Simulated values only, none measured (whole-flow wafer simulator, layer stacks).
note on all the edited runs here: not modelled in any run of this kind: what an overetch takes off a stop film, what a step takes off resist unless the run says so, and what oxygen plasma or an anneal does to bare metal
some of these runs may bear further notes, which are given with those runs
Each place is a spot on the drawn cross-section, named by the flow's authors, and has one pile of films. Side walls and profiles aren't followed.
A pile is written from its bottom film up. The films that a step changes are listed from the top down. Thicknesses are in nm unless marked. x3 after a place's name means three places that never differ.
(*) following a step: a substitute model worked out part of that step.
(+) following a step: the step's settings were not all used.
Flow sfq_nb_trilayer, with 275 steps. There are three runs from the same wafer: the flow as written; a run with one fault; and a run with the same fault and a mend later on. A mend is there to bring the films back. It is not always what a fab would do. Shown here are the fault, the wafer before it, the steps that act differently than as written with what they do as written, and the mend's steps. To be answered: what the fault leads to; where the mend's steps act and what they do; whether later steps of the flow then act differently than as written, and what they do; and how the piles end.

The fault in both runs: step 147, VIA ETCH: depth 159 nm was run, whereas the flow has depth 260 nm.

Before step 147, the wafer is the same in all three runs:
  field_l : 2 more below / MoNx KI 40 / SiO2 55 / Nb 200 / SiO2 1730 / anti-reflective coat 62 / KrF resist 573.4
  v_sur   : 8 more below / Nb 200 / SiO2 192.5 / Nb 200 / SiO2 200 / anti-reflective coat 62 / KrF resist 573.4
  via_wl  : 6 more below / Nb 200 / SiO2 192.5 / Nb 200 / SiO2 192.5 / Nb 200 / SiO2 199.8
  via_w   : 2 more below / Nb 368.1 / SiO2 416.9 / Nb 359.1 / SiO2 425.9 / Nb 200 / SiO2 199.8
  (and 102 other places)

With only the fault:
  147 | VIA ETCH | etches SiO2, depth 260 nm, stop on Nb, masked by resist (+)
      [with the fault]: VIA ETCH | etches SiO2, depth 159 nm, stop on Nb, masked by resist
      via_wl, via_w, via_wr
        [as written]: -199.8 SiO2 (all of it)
        [with the fault]: -159 SiO2
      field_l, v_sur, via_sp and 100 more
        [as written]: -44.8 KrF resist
        [with the fault]: -27.4 KrF resist
  Later steps of the flow acting differently than as written (not shown: 5 more steps that differ only slightly, by at most 2% or 0.5 nm, whichever is larger):
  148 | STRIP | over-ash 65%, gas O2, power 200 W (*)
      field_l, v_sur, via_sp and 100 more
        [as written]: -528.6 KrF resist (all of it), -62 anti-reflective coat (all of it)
        [with the fault]: -546 KrF resist (all of it), -62 anti-reflective coat (all of it)
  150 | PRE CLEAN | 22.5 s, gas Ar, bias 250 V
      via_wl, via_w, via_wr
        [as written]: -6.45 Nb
        [with the fault]: -7.5 SiO2
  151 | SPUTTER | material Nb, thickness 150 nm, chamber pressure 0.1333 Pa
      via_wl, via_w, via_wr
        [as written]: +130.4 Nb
        [with the fault]: +135 Nb (new film)
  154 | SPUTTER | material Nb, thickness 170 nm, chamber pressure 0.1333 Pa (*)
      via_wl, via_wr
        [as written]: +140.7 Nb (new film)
        [with the fault]: +147.6 Nb (new film)
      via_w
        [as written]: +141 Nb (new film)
        [with the fault]: +147.9 Nb (new film)
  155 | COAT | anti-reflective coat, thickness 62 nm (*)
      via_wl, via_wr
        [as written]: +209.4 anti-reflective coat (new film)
        [with the fault]: +171.4 anti-reflective coat (new film)
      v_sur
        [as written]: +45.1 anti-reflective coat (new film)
        [with the fault]: +46.9 anti-reflective coat (new film)
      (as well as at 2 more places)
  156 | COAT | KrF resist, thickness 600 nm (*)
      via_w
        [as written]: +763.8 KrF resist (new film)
        [with the fault]: +726 KrF resist (new film)
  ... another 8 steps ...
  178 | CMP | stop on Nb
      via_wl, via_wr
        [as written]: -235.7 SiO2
        [with the fault]: -280.1 SiO2
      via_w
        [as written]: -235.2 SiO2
        [with the fault]: -279.6 SiO2
  By the end, the piles at via_wl, via_w, via_wr depart from the flow's by more than 2% or 0.5 nm, whichever is larger.
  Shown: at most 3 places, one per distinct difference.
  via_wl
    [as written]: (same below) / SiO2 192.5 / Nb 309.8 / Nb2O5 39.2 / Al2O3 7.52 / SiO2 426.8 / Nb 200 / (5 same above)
    [with the fault]: (same below) / SiO2 192.5 / Nb 200 / SiO2 33.3 / Nb 121 / Nb2O5 39 / Al2O3 7.65 / SiO2 382.4 / Nb 200 / (5 same above)
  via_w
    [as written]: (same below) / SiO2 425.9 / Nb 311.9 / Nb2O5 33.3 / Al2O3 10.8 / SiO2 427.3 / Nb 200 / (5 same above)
    [with the fault]: (same below) / SiO2 425.9 / Nb 200 / SiO2 33.3 / Nb 123.3 / Nb2O5 32.6 / Al2O3 11.2 / SiO2 382.9 / Nb 200 / (5 same above)

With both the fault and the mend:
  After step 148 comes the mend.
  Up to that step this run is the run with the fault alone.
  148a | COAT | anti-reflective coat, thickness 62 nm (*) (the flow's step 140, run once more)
      p4_fl x3, p4_w1 x9, p4_g1 x2 and 63 more
        +62 anti-reflective coat (new film)
      be_r, r_sur, res and 6 more
        +61.7 anti-reflective coat (new film)
      jj_sur, ce_l, c5j, ce_r, sp_r
        +61.6 anti-reflective coat (new film)
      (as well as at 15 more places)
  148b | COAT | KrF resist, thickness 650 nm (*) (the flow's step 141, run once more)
      p4_fl x3, p4_w1 x9, p4_g1 x2 and 63 more
        +650 KrF resist (new film)
      r_end, moat, field_r, lsp_l, l0_sur
        +649.4 KrF resist (new film)
      be_r, r_sur, res, l0v
        +649.3 KrF resist (new film)
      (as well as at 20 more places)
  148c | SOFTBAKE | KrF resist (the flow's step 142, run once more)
      leaves every film unchanged at each place that is followed
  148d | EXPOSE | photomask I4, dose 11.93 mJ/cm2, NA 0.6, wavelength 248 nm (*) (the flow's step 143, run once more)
      leaves every film unchanged at each place that is followed
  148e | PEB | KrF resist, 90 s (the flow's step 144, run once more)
      ce_l, c5j, ce_r and 91 more
        -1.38 KrF resist
      v_sur, wire, be, be_sur, gap, jj_sur
        -1.37 KrF resist
      field_l, via_sp, via_v
        -1.36 KrF resist
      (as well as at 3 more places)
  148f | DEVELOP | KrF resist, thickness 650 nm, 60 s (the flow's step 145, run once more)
      field_l, v_sur, via_sp and 100 more
        -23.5 KrF resist
      via_wl
        -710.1 KrF resist (all of it)
      via_w
        -754.7 KrF resist (all of it)
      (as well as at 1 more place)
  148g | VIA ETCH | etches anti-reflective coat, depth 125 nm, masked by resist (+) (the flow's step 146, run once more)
      field_l, v_sur, via_sp and 100 more
        -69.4 KrF resist
      via_wl, via_wr
        -125 anti-reflective coat
      via_w
        -82.2 anti-reflective coat (all of it), -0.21 SiO2
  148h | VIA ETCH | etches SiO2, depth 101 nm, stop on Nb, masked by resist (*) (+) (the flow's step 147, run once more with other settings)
      field_l, v_sur, via_sp and 100 more
        -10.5 KrF resist
      via_wl
        -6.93 anti-reflective coat (all of it), -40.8 SiO2 (all of it)
      via_w
        -40.6 SiO2 (all of it)
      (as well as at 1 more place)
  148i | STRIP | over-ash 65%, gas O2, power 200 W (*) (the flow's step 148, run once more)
      p4_fl x3, p4_w1 x9, p4_g1 x2 and 63 more
        -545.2 KrF resist (all of it), -62 anti-reflective coat (all of it)
      moat, field_r, lsp_l, ln_m5, lsp_m
        -544.6 KrF resist (all of it), -61.7 anti-reflective coat (all of it)
      c5j, ce_r, sp_r
        -544.3 KrF resist (all of it), -61.6 anti-reflective coat (all of it)
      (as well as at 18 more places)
  None of the later steps of the flow differs from how it acts as written, at any place that is followed, by more than 2% or 0.5 nm, whichever is larger.
  At every place that both follow, the piles at the end match the flow's.
